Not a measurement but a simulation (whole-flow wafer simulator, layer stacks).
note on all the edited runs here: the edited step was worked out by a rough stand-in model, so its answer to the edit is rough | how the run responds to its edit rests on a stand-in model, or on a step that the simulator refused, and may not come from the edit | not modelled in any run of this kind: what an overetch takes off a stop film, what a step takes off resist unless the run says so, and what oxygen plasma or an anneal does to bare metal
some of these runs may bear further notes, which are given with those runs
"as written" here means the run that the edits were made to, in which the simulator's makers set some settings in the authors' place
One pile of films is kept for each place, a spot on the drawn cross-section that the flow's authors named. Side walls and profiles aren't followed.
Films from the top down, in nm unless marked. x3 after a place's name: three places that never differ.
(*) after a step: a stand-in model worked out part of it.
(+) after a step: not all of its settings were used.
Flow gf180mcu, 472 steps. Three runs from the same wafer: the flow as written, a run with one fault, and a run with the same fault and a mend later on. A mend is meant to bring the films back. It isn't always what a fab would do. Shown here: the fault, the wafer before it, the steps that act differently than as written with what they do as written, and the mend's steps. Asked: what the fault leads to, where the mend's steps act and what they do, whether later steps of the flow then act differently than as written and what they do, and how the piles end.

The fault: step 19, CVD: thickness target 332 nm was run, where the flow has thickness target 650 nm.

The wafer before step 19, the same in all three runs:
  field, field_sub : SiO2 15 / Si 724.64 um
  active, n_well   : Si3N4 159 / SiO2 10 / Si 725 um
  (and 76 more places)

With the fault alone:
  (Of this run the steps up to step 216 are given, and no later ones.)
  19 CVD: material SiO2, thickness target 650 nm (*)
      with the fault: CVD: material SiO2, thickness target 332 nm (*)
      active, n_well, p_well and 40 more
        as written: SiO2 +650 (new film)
        with the fault: SiO2 +332 (new film)
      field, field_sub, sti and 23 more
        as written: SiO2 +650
        with the fault: SiO2 +332
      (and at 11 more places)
  Later steps of the flow that act differently than as written (4 more steps differ only slightly, by at most 2% or 0.5 nm, whichever is larger, and aren't shown):
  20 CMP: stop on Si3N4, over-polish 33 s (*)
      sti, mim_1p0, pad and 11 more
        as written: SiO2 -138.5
        with the fault: nothing
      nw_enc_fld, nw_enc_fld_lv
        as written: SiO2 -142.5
        with the fault: nothing
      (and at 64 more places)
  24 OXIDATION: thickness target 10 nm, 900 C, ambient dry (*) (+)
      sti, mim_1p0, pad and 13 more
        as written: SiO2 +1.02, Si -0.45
        with the fault: SiO2 +1.57, Si -0.69
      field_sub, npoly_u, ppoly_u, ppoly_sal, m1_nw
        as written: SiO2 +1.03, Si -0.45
        with the fault: SiO2 +1.57, Si -0.69
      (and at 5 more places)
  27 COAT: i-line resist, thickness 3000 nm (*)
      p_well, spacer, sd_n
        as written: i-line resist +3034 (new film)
        with the fault: i-line resist +2865.7 (new film)
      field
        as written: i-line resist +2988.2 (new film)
        with the fault: i-line resist +3073.4 (new film)
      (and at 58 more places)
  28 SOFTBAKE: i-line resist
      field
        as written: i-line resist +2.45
        with the fault: i-line resist -9
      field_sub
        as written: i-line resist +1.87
        with the fault: i-line resist -7.43
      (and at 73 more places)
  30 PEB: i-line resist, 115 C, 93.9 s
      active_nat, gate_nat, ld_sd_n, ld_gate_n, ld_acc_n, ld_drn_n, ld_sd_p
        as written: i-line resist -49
        with the fault: i-line resist -47.5
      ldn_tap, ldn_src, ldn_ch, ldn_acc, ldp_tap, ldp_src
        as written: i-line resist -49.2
        with the fault: i-line resist -47
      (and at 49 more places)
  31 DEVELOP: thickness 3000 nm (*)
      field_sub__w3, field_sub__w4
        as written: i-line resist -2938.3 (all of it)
        with the fault: i-line resist -3013.3 (all of it)
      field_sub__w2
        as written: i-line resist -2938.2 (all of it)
        with the fault: i-line resist -3008.3 (all of it)
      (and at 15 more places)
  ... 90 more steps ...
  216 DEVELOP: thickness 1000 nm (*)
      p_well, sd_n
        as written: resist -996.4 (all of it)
        with the fault: resist -841.2 (all of it)
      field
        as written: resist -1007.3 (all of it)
        with the fault: resist -1035.1 (all of it)
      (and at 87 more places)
  After step 216 the piles differ from the flow's by more than 2% or 0.5 nm, whichever is larger, at field, field__w1, field__w2 and 52 more.
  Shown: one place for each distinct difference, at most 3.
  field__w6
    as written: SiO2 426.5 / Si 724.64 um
    with the fault: SiO2 58.8 / poly-Si 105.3 / SiO2 204.7 / Si 724.63 um
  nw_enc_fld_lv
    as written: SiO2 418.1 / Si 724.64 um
    with the fault: SiO2 58.6 / poly-Si 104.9 / SiO2 190.4 / Si 724.63 um
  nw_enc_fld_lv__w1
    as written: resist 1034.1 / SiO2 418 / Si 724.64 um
    with the fault: resist 996.2 / SiO2 59.3 / poly-Si 104.9 / SiO2 190.4 / Si 724.63 um

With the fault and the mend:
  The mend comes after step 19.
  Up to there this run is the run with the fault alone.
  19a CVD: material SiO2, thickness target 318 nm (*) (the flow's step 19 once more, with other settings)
      field, field_sub, active and 77 more
        SiO2 +318
  No later step of the flow acts differently than as written, at any place that is followed, by more than 2% or 0.5 nm, whichever is larger.
  At the end the piles are the same as the flow's at every place that both follow.
